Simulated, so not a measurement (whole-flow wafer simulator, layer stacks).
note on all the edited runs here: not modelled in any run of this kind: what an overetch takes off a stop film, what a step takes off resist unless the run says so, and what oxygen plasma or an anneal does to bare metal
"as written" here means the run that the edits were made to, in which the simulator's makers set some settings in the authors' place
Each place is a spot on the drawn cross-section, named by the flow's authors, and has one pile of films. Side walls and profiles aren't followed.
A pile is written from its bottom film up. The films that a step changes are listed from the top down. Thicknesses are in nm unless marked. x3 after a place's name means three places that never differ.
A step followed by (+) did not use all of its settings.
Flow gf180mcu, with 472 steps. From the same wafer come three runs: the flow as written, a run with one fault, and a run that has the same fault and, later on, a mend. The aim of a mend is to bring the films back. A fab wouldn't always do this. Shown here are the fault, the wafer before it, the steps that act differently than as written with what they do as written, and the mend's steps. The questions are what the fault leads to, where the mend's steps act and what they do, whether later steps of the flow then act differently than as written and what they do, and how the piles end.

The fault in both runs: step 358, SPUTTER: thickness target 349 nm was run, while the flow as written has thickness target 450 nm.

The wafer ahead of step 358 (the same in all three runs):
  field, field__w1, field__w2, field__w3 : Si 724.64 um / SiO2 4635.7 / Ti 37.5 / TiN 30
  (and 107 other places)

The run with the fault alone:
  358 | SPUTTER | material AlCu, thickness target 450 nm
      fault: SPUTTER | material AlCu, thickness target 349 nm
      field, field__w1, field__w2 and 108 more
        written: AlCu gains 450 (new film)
        fault: AlCu gains 349 (new film)
  Later steps of the flow acting differently than as written:
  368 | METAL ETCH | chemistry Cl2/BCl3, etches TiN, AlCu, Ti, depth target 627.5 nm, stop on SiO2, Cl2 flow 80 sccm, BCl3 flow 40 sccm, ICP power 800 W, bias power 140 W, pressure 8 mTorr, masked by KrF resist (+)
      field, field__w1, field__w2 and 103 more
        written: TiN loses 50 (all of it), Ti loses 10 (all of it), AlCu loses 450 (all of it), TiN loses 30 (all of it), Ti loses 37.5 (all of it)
        fault: TiN loses 50 (all of it), Ti loses 10 (all of it), AlCu loses 349 (all of it), TiN loses 30 (all of it), Ti loses 37.5 (all of it)
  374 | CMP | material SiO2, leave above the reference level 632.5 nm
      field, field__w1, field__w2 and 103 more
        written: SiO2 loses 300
        fault: SiO2 loses 401
  The piles end different from the flow's at field__w8, contact, m1, m1__w1, m1_nw by more than 2% or 0.5 nm, whichever is larger.
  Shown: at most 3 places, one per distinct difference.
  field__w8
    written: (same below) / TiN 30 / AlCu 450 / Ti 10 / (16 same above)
    fault: (same below) / TiN 30 / AlCu 349 / Ti 10 / (16 same above)
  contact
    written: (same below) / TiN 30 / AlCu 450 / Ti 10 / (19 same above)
    fault: (same below) / TiN 30 / AlCu 349 / Ti 10 / (19 same above)

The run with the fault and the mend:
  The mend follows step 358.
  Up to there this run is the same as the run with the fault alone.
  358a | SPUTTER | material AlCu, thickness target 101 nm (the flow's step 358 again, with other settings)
      field, field__w1, field__w2 and 108 more
        AlCu gains 101
  Every later step of the flow that is run acts as written at every place that is followed.
  The piles end the same as the flow's at every place that both follow.
